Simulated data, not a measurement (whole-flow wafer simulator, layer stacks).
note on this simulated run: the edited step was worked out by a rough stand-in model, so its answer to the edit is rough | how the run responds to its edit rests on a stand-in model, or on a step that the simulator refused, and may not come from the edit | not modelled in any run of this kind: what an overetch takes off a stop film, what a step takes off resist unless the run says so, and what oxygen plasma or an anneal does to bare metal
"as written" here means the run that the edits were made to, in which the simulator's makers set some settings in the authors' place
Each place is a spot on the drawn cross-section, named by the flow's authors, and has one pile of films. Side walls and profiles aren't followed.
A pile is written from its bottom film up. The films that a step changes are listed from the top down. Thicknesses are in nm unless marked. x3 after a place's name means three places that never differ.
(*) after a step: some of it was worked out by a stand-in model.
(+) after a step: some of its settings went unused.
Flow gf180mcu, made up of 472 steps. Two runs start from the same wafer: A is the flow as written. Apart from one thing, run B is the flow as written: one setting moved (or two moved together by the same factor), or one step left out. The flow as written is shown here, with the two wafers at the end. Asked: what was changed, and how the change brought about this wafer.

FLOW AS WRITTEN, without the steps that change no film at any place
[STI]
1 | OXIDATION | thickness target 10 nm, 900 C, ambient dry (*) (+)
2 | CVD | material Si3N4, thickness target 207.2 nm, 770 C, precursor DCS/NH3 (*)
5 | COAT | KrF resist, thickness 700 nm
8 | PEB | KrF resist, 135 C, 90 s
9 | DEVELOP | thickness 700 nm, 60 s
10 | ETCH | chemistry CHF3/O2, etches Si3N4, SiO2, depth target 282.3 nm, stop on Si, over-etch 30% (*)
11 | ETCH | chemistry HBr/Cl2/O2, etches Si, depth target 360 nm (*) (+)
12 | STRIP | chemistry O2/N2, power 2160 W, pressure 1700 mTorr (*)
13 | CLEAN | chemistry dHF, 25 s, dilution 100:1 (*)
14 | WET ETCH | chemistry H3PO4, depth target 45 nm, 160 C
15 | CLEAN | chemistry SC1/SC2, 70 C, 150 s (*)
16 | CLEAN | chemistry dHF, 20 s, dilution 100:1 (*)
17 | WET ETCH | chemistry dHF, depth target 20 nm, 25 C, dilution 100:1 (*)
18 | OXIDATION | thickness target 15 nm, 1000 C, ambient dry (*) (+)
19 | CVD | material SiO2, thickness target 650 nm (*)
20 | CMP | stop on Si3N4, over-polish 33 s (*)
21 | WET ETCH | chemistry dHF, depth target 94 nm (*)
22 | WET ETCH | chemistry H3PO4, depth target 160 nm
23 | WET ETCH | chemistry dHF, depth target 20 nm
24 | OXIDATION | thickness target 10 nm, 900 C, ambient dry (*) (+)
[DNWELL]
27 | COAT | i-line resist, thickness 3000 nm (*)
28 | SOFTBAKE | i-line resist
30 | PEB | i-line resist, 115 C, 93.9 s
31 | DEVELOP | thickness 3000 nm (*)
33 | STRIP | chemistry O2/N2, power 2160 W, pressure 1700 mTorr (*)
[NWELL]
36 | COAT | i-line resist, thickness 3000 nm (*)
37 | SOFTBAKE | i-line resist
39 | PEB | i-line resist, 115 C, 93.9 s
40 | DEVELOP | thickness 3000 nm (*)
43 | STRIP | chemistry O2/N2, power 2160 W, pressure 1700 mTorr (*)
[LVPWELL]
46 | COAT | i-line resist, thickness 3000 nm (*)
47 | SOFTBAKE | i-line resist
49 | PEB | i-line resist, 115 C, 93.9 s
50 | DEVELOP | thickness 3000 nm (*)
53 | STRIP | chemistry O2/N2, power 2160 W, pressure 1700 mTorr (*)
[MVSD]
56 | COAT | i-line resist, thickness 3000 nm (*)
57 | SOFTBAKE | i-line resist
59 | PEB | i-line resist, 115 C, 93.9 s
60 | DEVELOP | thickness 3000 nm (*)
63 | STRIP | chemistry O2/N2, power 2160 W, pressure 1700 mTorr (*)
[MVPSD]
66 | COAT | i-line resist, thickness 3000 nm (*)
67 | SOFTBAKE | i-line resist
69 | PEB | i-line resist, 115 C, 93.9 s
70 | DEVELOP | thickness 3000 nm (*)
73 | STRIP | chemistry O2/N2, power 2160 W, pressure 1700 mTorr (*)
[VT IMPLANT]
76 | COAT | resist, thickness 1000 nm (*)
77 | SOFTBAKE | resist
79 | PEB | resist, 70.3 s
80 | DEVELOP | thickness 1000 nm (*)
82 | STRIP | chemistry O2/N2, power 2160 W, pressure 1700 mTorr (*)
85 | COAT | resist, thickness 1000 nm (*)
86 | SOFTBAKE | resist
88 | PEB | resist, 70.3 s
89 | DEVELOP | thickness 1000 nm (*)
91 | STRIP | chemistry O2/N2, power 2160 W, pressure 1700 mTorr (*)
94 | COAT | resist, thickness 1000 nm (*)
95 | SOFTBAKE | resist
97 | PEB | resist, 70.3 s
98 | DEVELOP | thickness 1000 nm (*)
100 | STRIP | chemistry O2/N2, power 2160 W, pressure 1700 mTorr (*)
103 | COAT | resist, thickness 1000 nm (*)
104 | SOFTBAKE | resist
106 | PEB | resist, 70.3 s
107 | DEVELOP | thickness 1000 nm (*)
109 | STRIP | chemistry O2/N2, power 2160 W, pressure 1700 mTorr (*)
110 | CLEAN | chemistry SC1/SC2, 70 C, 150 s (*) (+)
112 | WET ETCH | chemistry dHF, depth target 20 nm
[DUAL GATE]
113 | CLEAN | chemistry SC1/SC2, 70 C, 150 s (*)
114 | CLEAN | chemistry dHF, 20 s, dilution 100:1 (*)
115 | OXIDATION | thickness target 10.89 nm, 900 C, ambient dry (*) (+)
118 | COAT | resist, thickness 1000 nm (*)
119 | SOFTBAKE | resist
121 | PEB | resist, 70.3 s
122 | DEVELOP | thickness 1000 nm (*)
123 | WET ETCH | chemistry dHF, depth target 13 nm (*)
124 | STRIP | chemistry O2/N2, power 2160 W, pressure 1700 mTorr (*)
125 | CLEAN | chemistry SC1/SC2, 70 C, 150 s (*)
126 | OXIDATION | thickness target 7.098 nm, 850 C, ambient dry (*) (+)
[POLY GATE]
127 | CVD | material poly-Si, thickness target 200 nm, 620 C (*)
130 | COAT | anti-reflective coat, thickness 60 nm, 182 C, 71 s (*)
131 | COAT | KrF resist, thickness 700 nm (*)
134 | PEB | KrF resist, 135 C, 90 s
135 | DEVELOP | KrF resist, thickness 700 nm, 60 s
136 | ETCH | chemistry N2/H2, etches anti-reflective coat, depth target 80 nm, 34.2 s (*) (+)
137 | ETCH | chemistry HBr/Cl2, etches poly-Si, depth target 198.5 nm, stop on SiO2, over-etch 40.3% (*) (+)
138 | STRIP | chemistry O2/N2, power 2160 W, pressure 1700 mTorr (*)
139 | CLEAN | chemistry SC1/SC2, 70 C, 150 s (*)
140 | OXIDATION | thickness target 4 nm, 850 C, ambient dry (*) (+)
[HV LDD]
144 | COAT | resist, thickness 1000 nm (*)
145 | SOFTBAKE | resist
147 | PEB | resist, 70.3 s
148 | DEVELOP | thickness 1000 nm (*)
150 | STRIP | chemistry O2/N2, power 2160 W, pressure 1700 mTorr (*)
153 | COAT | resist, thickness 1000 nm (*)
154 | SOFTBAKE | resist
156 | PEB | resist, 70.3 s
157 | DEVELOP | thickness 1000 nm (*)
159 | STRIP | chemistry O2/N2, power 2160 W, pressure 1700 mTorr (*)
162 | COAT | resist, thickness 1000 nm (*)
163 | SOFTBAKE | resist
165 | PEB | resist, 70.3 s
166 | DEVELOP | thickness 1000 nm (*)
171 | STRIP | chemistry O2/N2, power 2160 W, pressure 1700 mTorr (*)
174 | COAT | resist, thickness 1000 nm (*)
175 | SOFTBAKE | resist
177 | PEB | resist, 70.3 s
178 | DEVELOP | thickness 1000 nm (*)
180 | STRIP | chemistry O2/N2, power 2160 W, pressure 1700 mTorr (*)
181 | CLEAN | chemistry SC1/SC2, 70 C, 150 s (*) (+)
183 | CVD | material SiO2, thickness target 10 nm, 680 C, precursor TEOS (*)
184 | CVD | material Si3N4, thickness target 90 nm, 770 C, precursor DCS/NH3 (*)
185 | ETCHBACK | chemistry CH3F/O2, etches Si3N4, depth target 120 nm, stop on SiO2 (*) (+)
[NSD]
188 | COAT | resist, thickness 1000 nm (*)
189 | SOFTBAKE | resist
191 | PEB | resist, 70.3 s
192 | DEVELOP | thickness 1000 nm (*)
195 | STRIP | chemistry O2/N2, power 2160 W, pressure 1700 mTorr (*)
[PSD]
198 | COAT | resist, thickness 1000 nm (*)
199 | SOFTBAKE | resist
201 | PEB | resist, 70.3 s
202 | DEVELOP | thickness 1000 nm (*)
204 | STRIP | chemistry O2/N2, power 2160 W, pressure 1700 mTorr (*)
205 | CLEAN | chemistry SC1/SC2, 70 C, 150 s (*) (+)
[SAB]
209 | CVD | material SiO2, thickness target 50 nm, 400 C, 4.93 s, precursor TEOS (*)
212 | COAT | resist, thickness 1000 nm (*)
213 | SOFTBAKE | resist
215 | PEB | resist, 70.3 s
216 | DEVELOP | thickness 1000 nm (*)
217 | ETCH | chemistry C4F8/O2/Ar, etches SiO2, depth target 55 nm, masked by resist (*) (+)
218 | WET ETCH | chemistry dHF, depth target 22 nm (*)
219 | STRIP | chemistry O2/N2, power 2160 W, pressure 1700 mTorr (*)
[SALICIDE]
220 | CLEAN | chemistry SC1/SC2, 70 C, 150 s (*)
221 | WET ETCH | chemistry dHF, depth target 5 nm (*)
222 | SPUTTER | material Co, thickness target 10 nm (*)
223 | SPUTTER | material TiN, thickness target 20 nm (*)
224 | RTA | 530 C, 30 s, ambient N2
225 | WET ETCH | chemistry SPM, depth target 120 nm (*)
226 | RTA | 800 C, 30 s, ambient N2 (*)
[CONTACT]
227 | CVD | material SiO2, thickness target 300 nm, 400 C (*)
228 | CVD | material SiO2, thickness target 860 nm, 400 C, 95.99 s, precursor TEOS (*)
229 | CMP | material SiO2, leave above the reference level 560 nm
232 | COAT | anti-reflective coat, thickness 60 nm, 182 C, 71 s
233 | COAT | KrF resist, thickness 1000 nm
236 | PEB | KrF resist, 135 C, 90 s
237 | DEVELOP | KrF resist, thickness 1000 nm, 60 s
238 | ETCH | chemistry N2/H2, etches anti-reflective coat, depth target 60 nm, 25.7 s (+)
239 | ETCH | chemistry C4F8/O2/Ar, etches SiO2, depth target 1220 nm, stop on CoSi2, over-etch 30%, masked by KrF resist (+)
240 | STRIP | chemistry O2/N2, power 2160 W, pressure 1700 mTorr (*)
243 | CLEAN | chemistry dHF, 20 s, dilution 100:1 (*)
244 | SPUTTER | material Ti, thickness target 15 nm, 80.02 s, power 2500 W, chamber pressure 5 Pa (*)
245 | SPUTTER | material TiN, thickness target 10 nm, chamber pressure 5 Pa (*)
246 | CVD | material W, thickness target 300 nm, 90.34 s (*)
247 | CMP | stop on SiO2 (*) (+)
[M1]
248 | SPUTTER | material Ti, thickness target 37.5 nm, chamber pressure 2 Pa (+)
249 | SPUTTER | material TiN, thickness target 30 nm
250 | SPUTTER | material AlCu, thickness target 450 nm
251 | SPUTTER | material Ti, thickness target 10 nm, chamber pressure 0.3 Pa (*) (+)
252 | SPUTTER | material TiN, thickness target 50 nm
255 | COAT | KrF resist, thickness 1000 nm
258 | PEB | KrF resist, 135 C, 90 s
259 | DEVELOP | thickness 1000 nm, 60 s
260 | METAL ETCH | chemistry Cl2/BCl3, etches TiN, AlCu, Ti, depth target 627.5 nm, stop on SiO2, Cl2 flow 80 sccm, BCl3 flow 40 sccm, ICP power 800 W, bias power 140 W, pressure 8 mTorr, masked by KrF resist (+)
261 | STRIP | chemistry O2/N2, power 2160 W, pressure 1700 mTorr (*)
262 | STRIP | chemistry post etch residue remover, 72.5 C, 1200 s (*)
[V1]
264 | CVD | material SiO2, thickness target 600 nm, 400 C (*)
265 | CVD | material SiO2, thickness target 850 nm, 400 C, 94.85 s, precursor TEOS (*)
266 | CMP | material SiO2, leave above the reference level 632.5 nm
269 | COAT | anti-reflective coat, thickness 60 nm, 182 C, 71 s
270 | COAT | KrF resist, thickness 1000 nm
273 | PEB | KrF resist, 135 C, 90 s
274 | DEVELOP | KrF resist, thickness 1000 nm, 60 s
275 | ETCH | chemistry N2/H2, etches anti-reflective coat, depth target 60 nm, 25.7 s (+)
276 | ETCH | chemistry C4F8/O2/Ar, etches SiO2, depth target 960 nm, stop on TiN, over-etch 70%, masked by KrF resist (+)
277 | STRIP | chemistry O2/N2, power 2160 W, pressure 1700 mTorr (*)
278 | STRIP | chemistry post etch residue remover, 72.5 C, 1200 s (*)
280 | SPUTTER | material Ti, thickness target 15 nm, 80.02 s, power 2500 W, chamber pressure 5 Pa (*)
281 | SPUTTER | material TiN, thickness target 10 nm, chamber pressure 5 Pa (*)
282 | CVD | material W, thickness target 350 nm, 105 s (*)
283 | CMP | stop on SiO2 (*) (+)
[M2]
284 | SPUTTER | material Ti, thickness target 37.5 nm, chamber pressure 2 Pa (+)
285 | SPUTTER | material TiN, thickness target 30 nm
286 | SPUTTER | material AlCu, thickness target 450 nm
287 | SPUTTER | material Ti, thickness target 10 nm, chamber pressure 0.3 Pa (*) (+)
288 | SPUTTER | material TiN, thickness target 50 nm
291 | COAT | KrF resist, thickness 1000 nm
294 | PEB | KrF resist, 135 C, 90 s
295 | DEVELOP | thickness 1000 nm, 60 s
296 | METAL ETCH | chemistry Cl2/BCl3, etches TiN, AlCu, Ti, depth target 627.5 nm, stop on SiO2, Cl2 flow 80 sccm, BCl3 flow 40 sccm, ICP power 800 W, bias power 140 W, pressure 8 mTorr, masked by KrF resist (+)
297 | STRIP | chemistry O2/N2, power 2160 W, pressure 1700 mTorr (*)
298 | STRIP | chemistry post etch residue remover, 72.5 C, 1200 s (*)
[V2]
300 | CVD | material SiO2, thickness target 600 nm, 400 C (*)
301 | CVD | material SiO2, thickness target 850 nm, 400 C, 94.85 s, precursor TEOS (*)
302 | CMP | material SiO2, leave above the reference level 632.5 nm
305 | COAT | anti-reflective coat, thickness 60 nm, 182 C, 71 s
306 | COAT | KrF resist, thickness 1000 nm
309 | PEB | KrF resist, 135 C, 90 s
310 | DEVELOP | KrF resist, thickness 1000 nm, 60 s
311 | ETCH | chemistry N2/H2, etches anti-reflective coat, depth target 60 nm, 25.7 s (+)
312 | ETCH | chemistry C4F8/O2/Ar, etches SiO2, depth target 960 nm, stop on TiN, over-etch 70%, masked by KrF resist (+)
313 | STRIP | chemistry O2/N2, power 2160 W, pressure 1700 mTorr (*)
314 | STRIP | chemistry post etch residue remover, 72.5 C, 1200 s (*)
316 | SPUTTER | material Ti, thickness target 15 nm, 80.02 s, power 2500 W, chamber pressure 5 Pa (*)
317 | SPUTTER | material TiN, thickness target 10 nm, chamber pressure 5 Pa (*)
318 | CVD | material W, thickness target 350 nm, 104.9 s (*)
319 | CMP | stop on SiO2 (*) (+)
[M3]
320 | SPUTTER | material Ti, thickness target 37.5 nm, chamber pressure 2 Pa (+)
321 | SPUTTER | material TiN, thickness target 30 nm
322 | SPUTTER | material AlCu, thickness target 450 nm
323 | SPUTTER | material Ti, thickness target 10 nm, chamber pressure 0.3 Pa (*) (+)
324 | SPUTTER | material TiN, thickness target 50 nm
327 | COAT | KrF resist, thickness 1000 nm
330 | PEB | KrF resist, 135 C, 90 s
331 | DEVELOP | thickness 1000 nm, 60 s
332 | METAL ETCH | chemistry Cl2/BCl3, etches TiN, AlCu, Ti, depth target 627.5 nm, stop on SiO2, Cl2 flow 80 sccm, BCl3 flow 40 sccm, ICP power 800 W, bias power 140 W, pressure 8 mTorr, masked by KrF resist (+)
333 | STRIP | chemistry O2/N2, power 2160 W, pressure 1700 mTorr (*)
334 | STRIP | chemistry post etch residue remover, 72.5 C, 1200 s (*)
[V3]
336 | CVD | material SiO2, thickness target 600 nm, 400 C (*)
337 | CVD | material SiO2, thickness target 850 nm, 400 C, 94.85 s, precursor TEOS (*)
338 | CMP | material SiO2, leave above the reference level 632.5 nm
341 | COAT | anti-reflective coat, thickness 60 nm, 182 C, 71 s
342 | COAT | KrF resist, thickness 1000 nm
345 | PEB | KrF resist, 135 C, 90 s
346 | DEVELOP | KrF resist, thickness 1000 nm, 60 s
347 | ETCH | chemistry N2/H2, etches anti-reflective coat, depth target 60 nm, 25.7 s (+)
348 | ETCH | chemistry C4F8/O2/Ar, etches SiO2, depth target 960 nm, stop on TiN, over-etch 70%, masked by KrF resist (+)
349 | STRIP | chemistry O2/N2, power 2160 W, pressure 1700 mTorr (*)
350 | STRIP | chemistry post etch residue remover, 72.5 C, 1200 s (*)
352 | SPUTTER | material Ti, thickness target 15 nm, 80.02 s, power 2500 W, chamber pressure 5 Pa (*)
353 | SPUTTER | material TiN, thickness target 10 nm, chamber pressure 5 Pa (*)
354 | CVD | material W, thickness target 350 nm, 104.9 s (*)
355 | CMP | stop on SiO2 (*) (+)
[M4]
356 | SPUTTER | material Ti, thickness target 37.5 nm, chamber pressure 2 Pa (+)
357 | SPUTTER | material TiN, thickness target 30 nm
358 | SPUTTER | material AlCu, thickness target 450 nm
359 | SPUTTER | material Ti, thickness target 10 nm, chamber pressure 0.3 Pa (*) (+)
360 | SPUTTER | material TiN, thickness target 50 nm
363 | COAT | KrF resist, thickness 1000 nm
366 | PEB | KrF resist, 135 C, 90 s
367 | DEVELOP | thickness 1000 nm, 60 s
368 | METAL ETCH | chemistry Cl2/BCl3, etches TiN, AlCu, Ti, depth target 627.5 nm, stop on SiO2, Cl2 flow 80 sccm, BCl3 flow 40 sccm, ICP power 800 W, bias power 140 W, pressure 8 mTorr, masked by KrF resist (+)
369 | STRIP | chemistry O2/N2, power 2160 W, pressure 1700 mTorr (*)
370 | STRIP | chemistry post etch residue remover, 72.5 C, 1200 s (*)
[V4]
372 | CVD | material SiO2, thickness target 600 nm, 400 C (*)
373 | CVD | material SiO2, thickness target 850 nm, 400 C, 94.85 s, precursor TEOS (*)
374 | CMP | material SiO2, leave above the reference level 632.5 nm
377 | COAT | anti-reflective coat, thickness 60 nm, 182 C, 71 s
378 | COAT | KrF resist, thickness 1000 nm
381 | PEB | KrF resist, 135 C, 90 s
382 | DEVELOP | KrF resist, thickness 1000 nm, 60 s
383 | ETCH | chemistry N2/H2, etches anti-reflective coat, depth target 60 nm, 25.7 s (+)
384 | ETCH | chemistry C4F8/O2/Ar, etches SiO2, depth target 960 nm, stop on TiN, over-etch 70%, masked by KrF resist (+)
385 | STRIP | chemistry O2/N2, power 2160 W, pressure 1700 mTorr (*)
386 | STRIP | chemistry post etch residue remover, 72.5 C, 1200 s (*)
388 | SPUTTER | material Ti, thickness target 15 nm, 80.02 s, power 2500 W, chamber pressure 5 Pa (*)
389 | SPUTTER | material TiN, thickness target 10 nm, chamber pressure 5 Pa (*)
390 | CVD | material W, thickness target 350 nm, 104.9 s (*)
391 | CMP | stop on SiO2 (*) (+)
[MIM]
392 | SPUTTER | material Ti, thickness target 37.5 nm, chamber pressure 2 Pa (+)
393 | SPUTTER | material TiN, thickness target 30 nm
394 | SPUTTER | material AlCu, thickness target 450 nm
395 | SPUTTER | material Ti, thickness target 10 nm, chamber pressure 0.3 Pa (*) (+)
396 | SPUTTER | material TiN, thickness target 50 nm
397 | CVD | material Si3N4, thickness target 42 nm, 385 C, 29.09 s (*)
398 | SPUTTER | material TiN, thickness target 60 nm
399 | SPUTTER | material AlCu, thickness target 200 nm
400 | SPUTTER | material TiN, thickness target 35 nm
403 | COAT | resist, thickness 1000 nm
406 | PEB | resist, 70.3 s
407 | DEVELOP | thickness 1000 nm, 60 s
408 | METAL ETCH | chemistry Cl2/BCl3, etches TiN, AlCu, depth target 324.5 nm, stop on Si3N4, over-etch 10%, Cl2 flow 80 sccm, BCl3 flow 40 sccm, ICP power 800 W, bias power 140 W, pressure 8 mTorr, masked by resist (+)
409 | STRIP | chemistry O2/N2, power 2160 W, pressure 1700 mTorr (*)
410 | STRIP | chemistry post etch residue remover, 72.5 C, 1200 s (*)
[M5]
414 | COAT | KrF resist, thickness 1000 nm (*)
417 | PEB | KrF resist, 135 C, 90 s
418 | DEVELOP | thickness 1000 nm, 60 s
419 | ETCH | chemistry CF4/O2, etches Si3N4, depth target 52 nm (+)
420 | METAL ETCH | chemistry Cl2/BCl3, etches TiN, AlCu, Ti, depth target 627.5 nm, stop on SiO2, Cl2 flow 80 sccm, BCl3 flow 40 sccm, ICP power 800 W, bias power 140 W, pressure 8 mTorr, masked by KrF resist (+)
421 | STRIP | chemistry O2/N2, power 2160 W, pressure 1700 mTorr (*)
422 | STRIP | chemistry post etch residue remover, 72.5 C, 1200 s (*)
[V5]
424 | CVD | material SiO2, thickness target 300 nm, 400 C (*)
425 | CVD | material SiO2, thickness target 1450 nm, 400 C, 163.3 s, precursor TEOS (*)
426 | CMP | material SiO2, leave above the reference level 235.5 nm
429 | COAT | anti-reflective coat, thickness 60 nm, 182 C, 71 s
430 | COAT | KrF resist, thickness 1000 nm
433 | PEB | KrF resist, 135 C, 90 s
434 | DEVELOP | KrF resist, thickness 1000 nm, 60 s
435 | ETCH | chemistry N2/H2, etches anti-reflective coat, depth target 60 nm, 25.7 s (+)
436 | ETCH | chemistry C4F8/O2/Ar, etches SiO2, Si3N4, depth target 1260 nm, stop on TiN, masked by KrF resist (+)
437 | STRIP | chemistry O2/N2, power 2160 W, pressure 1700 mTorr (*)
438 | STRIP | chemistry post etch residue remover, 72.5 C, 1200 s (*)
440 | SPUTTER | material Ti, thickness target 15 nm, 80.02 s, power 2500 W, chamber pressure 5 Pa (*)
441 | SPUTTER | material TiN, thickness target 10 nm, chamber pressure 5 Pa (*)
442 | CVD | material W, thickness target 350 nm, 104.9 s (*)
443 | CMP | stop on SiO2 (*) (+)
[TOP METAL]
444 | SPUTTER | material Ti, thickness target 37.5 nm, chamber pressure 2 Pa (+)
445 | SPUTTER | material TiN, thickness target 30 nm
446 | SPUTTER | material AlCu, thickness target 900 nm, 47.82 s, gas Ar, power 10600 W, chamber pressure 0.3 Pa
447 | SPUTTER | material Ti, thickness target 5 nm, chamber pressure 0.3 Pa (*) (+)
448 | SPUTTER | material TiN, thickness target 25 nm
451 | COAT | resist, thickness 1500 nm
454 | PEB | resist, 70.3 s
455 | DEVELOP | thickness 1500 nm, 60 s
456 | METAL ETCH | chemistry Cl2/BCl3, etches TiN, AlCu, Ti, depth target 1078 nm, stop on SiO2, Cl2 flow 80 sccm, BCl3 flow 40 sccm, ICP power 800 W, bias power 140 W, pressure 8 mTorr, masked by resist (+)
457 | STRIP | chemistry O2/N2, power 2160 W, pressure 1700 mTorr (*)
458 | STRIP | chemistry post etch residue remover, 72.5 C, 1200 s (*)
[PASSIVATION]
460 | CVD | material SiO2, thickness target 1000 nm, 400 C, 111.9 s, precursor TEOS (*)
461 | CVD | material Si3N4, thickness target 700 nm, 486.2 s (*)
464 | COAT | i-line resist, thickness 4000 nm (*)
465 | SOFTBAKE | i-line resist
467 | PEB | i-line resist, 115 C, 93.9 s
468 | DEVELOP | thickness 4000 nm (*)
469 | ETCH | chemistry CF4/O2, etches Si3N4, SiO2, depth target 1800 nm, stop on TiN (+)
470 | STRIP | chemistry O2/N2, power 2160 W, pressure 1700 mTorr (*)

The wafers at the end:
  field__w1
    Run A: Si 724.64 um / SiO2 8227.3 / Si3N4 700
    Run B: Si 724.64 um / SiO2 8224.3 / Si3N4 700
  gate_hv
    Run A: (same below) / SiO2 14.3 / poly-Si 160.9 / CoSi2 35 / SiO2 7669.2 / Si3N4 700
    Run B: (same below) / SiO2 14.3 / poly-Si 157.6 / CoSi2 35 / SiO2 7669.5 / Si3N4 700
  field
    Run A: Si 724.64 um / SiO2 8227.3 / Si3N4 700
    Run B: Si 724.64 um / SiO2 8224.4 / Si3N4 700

What caused this: step 217, ETCH: depth target 86.6 nm was run, whereas the flow has depth target 55 nm.

The path from the change to this, step by step:
  217 | ETCH | chemistry C4F8/O2/Ar, etches SiO2, depth target 55 nm, masked by resist (*) (+)
      gate, gate_hv, gate_p and 23 more: A -55 SiO2 | B -60.5 SiO2 (all of it), -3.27 poly-Si
      active, p_well, sd_n, iso_ptap_pw, iso_ntap_nw, iso_ptap_sub, vpnp_e: A -55 SiO2 | B -64 SiO2 (all of it), -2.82 Si
      (as well as at 78 more places)
  218 | WET ETCH | chemistry dHF, depth target 22 nm (*)
      gate, gate_hv, gate_p and 23 more: A -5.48 SiO2 (all of it) | B nothing
      active, p_well, sd_n, iso_ptap_pw, iso_ntap_nw, iso_ptap_sub, vpnp_e: A -9.01 SiO2 (all of it) | B nothing
      (as well as at 16 more places)
  223 | SPUTTER | material TiN, thickness target 20 nm (*)
      field__w6: A +20 TiN (new film) | B +19.2 TiN (new film)
  225 | WET ETCH | chemistry SPM, depth target 120 nm (*)
      field__w6: A -20 TiN (all of it), -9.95 Co (all of it) | B -19.2 TiN (all of it), -9.73 Co (all of it)
  227 | CVD | material SiO2, thickness target 300 nm, 400 C (*)
      ldn_dft, ldp_dft: A +300 SiO2 | B +310.9 SiO2
      ld_drift_n: A +300 SiO2 | B +313.4 SiO2
      (as well as at 1 more place)
  229 | CMP | material SiO2, leave above the reference level 560 nm
      ldn_sep__w1, ldn_sep__w2, ldn_out and 6 more: A -311 SiO2 | B -282.6 SiO2
      ldn_sep, ldn_fld, ldp_sep, ldp_fld, ldp_fld__w1: A -311.1 SiO2 | B -282.7 SiO2
      (as well as at 35 more places)
